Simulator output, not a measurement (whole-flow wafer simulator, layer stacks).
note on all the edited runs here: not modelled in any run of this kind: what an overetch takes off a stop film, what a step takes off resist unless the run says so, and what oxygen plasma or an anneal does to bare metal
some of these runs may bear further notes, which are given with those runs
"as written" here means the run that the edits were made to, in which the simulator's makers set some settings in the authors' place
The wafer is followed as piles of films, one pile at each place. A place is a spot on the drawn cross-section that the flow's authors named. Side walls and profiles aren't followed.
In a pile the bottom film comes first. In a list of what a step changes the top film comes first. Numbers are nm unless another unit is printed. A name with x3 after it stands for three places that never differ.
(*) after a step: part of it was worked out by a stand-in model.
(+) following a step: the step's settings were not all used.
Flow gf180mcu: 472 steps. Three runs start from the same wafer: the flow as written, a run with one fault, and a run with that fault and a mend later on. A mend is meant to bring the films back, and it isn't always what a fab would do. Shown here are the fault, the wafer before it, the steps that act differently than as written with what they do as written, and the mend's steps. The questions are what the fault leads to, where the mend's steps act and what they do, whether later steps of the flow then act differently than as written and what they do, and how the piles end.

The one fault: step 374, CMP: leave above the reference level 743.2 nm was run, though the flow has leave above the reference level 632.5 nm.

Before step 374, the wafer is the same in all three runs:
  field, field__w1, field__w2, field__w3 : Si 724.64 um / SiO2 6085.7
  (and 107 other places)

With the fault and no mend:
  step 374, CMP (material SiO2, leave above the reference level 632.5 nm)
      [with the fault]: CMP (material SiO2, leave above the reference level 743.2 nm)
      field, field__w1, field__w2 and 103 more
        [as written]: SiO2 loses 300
        [with the fault]: SiO2 loses 189.3
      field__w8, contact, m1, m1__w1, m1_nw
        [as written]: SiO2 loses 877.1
        [with the fault]: SiO2 loses 766.4
  Steps further on in the flow that do not act as written (not shown: 1 more step that differs only slightly, by at most 2% or 0.5 nm, whichever is larger):
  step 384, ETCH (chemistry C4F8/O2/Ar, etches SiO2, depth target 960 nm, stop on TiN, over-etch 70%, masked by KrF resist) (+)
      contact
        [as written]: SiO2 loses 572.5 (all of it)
        [with the fault]: SiO2 loses 683.2 (all of it)
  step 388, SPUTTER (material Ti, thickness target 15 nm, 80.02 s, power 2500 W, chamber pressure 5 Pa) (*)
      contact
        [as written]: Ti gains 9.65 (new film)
        [with the fault]: Ti gains 9.05 (new film)
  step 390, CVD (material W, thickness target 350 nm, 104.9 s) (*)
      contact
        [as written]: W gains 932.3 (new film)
        [with the fault]: W gains 1044 (new film)
  At field__w8, contact, m1, m1__w1, m1_nw, the piles at the end differ from the flow's by more than 2% or 0.5 nm, whichever is larger.
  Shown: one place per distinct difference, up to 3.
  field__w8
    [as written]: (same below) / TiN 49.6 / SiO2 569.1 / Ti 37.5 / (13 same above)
    [with the fault]: (same below) / TiN 49.6 / SiO2 679.8 / Ti 37.5 / (13 same above)
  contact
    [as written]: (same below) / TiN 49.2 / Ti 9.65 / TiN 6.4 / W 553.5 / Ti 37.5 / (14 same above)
    [with the fault]: (same below) / TiN 49.2 / Ti 9.05 / TiN 6 / W 665.2 / Ti 37.5 / (14 same above)

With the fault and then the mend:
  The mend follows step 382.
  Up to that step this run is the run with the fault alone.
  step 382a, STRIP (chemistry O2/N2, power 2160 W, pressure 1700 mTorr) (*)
      field, field__w1, field__w2 and 107 more
        KrF resist loses 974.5 (all of it), anti-reflective coat loses 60 (all of it)
      contact
        anti-reflective coat loses 60 (all of it)
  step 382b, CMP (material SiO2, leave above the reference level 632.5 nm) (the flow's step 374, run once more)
      field, field__w1, field__w2 and 108 more
        SiO2 loses 110.7
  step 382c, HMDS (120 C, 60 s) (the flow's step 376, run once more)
      leaves every film unchanged at each place that is followed
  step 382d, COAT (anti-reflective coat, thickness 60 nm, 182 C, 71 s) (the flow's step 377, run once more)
      field, field__w1, field__w2 and 108 more
        anti-reflective coat gains 60 (new film)
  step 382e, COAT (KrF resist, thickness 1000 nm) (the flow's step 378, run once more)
      field, field__w1, field__w2 and 108 more
        KrF resist gains 1000 (new film)
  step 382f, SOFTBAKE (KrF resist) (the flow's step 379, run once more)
      leaves every film unchanged at each place that is followed
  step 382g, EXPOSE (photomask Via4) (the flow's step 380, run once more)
      leaves every film unchanged at each place that is followed
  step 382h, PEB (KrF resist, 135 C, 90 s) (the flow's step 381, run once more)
      field, field__w1, field__w2 and 108 more
        KrF resist loses 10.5
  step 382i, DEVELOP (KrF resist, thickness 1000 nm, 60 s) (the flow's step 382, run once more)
      field, field__w1, field__w2 and 107 more
        KrF resist loses 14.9
      contact
        KrF resist loses 989.5 (all of it)
  Later steps of the flow that are run all act as written at every place that is followed.
  At every place that both follow, the piles at the end match the flow's.
